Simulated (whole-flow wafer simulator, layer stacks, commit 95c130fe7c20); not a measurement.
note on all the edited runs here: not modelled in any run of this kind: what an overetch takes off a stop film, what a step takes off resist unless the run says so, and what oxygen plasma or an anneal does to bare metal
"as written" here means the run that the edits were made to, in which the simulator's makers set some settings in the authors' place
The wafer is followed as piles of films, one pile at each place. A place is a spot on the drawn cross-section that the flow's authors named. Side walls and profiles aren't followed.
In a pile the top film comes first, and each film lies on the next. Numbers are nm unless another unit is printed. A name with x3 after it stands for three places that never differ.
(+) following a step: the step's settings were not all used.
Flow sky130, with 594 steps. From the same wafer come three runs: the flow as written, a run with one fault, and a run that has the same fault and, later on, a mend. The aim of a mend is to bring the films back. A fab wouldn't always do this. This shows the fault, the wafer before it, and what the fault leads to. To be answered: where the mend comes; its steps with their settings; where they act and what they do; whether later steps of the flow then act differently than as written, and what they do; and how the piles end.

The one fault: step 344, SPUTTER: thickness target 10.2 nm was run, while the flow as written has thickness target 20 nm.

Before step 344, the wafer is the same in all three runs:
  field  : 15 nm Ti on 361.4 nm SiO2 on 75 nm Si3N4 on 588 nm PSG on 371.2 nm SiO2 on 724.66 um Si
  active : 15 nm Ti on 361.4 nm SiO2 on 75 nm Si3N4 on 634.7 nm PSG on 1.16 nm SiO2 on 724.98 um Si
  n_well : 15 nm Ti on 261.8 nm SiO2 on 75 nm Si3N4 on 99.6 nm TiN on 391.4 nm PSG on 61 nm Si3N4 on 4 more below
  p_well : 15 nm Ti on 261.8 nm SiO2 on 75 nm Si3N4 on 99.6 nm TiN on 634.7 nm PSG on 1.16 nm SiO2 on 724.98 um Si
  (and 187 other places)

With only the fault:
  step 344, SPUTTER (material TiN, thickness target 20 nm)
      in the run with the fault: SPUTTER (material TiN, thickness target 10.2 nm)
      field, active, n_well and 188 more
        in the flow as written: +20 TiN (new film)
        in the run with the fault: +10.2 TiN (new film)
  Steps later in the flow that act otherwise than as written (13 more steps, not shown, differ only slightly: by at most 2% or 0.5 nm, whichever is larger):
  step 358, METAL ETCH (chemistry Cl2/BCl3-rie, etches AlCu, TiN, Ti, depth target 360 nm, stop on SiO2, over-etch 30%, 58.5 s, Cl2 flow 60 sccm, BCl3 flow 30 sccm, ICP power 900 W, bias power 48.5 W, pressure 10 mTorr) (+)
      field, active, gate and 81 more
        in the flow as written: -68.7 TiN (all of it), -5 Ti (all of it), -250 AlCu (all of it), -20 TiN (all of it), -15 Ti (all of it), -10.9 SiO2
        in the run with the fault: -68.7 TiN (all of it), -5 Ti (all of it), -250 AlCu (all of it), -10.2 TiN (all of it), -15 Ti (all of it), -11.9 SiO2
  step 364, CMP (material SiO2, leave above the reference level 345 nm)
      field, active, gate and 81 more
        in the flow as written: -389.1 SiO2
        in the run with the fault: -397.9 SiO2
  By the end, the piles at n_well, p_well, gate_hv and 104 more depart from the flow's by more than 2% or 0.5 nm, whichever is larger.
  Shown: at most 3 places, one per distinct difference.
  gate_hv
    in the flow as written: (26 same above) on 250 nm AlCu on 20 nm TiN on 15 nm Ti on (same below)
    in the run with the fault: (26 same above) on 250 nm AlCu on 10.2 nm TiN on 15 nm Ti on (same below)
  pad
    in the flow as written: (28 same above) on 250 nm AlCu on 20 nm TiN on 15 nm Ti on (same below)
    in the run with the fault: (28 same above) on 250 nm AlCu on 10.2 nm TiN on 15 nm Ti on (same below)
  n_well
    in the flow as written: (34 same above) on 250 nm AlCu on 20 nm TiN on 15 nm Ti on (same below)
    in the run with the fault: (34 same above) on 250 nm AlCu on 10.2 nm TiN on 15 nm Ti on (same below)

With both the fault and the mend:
  The mend stands after step 344.
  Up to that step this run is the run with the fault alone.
  step 344a, SPUTTER (material TiN, thickness target 9.8 nm) (a further turn of the flow's step 344, with different settings)
      field, active, n_well and 188 more
        +9.8 TiN
  Later steps of the flow that are run all act as written at every place that is followed.
  By the end, the piles equal the flow's at every place that both follow.
